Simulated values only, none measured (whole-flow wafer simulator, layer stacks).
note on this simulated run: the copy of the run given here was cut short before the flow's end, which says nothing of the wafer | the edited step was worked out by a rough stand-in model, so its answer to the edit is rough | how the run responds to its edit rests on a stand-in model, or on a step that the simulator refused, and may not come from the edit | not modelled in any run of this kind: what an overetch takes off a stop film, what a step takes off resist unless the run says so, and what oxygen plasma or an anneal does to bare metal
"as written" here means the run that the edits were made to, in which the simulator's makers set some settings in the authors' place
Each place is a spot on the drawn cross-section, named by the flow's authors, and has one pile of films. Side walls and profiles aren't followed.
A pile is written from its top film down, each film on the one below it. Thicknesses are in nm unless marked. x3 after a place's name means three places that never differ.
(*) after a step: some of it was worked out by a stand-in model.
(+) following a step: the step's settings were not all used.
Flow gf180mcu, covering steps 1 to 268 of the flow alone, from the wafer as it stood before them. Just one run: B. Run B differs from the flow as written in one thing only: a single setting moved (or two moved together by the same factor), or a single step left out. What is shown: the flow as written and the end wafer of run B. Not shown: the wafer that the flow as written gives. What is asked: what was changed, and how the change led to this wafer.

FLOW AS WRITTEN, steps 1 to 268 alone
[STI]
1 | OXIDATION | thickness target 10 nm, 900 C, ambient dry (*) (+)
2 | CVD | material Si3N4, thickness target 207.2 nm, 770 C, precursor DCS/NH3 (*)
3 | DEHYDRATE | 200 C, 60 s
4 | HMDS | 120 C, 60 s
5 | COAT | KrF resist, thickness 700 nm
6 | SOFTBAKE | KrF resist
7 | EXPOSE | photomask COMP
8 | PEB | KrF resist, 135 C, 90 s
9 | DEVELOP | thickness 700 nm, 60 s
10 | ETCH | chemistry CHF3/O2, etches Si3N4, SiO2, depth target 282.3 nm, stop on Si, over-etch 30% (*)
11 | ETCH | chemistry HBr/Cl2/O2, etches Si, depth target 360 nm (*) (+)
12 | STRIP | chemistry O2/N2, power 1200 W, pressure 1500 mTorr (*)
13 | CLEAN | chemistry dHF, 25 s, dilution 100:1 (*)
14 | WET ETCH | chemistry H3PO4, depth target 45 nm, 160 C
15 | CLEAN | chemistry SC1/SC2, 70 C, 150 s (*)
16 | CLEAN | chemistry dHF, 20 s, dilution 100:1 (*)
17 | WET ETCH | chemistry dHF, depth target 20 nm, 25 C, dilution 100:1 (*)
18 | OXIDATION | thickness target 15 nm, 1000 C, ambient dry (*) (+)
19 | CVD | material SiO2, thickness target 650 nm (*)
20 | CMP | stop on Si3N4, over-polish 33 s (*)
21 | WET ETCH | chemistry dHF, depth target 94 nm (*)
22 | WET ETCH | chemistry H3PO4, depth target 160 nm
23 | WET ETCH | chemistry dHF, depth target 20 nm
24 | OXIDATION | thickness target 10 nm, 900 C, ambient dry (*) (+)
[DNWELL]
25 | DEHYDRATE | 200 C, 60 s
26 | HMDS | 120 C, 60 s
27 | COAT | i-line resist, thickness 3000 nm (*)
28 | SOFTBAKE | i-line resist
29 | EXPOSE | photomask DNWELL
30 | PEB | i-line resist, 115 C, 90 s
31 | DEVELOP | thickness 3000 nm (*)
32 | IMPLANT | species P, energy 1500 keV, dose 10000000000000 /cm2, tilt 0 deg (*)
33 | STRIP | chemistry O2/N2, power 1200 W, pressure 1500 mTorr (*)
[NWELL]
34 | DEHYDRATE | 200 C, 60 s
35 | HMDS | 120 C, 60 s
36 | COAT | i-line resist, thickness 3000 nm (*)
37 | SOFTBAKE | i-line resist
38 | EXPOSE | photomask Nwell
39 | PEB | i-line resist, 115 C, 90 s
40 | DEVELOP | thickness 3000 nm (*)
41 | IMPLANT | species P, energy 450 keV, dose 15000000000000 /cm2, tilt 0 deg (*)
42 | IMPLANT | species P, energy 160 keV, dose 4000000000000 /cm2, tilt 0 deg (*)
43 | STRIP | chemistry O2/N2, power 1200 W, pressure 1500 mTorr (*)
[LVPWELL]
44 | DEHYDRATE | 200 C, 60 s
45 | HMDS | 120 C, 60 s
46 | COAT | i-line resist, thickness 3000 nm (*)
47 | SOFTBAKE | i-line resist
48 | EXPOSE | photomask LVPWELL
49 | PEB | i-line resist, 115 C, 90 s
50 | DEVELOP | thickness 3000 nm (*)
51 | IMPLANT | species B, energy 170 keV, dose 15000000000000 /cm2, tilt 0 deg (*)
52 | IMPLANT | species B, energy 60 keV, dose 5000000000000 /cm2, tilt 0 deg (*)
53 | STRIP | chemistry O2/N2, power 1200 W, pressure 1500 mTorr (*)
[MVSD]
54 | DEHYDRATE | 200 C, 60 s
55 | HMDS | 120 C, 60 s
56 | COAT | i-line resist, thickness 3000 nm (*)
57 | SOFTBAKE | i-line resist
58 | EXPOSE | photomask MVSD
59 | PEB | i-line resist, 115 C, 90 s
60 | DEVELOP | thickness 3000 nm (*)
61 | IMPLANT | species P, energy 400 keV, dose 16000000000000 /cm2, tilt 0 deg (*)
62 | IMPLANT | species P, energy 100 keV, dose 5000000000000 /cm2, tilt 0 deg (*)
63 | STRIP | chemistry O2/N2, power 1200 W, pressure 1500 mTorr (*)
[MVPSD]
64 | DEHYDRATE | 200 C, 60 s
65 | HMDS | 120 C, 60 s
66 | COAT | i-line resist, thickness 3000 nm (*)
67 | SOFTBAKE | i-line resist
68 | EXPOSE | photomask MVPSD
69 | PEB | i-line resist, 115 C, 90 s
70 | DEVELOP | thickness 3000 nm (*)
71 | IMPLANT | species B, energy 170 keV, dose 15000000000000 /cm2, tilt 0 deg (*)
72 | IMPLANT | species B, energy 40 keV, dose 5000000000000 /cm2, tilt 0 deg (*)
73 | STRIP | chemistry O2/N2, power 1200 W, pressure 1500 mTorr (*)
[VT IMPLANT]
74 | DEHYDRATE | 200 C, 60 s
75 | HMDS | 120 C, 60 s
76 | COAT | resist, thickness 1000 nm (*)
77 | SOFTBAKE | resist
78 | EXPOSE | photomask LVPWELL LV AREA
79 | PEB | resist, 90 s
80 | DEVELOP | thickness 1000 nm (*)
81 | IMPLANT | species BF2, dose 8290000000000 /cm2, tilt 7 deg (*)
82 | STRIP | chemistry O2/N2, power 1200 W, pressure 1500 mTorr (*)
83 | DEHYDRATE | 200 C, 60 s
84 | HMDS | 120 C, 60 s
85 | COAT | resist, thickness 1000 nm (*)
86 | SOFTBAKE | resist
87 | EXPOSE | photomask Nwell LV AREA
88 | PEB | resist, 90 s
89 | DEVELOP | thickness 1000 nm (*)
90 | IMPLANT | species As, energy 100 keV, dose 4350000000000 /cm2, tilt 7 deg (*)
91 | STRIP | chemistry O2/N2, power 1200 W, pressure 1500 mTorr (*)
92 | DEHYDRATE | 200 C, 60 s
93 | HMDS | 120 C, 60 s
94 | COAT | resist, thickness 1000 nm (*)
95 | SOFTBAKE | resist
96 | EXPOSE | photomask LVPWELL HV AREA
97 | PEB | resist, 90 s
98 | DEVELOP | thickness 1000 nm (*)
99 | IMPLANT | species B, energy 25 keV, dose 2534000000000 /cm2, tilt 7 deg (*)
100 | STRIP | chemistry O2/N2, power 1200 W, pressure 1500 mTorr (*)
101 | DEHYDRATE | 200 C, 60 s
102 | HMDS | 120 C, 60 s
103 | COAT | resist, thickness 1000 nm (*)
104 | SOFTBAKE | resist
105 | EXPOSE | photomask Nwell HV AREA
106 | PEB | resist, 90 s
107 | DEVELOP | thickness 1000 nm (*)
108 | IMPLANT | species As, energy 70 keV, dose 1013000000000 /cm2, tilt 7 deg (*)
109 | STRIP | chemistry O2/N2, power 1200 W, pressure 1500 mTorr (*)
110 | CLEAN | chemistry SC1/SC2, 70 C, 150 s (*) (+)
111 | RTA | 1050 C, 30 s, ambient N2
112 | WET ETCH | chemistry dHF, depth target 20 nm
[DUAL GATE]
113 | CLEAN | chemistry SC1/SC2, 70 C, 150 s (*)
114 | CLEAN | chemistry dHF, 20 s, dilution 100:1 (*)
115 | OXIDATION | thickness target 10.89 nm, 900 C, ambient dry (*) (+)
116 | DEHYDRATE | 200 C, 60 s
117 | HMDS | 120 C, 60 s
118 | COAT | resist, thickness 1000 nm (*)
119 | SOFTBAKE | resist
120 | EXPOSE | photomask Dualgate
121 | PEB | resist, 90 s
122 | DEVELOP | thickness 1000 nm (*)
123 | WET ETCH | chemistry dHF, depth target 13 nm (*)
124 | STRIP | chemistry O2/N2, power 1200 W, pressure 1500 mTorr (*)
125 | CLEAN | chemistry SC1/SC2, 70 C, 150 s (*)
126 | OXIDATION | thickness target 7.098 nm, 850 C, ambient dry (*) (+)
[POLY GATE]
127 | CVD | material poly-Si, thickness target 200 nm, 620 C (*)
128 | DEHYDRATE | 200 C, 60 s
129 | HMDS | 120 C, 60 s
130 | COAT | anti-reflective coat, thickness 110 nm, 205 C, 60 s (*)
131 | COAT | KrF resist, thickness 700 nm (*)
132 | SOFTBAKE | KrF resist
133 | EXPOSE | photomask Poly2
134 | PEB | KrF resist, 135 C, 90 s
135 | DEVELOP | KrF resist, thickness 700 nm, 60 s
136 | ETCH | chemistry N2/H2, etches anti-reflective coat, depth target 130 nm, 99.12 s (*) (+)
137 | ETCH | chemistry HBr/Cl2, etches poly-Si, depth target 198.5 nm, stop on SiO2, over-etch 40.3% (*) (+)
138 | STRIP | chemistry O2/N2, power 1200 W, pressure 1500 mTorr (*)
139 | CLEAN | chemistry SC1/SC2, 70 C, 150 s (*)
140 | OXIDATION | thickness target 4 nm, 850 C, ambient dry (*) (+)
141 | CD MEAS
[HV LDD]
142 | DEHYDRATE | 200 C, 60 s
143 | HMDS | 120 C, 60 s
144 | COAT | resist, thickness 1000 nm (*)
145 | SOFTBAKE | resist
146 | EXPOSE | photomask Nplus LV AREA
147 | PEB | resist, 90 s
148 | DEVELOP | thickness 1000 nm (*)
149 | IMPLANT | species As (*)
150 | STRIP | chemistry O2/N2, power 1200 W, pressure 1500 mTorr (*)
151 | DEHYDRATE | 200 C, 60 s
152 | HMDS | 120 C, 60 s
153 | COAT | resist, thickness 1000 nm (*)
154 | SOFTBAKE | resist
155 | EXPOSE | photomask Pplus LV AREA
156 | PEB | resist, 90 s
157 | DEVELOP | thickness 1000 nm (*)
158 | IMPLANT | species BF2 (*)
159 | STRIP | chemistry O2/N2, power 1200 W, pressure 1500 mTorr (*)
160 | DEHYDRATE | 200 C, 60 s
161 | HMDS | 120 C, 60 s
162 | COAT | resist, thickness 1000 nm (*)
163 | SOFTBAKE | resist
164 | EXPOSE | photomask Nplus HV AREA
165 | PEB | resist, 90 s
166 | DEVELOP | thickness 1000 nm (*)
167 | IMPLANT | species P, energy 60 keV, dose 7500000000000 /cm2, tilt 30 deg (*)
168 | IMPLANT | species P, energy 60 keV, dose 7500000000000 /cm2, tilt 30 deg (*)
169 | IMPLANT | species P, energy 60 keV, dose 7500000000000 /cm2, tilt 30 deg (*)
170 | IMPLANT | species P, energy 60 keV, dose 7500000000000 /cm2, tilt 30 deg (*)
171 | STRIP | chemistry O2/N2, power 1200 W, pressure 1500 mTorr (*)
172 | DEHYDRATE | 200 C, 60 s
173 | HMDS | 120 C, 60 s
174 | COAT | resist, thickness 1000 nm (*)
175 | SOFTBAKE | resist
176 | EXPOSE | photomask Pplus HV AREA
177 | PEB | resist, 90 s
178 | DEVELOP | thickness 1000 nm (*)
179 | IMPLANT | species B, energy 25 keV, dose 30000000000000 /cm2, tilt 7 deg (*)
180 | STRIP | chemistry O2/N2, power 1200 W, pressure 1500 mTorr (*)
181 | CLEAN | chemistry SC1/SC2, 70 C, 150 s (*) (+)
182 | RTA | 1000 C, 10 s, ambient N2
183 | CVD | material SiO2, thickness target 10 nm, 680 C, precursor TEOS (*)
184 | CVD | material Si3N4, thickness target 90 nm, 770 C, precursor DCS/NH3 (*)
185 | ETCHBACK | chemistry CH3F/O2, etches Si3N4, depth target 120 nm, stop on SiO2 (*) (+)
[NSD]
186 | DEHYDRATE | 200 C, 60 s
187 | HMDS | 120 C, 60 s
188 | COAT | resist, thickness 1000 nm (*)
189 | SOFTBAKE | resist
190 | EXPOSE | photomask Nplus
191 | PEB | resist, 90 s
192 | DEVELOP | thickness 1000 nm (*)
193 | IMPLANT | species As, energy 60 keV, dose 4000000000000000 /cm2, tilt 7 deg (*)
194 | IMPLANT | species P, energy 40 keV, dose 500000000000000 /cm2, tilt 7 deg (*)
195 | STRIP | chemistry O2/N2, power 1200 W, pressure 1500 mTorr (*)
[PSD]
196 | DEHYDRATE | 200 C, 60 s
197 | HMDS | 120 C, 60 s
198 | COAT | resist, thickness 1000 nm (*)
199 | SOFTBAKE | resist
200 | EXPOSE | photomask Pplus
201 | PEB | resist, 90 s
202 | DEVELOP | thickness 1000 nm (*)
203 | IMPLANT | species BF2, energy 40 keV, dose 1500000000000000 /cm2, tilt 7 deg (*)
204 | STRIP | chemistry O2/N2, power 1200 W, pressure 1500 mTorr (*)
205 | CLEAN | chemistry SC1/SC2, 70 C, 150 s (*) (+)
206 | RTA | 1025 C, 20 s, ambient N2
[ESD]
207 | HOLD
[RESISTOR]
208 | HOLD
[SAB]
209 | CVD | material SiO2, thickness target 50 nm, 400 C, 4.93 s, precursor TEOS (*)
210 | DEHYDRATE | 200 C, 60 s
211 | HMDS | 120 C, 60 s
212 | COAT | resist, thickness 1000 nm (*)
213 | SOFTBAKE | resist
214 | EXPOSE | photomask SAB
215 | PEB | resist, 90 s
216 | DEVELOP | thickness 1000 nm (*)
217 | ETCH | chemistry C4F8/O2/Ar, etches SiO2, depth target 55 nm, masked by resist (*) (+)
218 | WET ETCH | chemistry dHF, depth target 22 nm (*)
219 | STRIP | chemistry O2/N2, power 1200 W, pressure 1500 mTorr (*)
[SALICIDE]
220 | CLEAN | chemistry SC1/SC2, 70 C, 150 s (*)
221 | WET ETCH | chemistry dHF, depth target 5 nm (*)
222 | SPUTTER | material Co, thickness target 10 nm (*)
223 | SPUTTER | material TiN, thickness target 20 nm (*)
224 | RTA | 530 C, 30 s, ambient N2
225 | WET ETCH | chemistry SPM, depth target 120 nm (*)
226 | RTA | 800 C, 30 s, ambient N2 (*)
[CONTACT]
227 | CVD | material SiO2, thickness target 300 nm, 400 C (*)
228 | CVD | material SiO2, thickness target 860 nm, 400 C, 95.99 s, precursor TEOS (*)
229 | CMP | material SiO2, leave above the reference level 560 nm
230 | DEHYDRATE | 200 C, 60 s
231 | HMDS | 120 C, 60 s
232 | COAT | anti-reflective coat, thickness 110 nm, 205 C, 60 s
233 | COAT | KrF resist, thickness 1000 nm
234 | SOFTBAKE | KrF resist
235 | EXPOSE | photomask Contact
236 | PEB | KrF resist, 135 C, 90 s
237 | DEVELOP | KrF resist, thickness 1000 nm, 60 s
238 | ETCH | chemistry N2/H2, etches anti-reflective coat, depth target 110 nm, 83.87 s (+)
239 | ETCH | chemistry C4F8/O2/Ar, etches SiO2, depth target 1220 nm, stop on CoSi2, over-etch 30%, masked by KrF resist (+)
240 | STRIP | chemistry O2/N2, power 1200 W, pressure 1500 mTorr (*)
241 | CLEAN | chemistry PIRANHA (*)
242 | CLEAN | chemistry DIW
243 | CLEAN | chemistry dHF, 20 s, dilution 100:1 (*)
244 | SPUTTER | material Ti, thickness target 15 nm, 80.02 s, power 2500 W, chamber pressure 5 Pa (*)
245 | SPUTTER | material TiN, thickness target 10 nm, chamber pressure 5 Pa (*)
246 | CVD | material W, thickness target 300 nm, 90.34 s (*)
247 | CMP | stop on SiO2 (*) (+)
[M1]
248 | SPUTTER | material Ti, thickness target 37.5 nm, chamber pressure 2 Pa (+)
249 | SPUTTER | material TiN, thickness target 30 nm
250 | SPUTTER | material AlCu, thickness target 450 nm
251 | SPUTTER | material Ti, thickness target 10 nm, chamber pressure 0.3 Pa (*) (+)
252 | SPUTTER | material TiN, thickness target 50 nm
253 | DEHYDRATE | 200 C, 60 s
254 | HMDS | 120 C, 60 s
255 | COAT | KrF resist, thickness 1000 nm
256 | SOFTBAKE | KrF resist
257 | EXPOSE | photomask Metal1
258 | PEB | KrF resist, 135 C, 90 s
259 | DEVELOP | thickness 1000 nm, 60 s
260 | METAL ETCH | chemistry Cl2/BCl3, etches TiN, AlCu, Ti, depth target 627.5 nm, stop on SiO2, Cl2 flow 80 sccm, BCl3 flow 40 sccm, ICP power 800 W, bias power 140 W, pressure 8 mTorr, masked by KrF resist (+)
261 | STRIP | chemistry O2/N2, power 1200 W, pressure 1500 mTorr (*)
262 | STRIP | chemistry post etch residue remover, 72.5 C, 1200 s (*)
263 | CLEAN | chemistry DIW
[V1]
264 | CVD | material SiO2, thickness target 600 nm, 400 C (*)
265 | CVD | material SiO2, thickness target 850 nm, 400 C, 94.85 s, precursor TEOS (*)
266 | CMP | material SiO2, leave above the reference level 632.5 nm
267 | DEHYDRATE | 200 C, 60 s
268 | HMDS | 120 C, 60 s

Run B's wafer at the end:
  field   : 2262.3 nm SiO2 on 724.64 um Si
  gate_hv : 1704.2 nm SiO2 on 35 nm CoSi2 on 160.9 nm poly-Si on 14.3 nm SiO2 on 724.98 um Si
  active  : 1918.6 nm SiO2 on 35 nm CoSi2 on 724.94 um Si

Cause: step 265, CVD: 50.98 s was run, though the flow has 94.85 s.

The path from the change to this, step by step:
  265 | CVD | material SiO2, thickness target 850 nm, 400 C, 94.85 s, precursor TEOS (*)
      field, field__w1, field__w2 and 108 more: +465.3 SiO2 (in the flow as written it would be: +850 SiO2)
  266 | CMP | material SiO2, leave above the reference level 632.5 nm
      field, field__w1, field__w2 and 99 more: nothing (in the flow as written it would be: -300 SiO2)
      field__w8, contact, m1 and 6 more: -492.4 SiO2 (in the flow as written it would be: -877.1 SiO2)
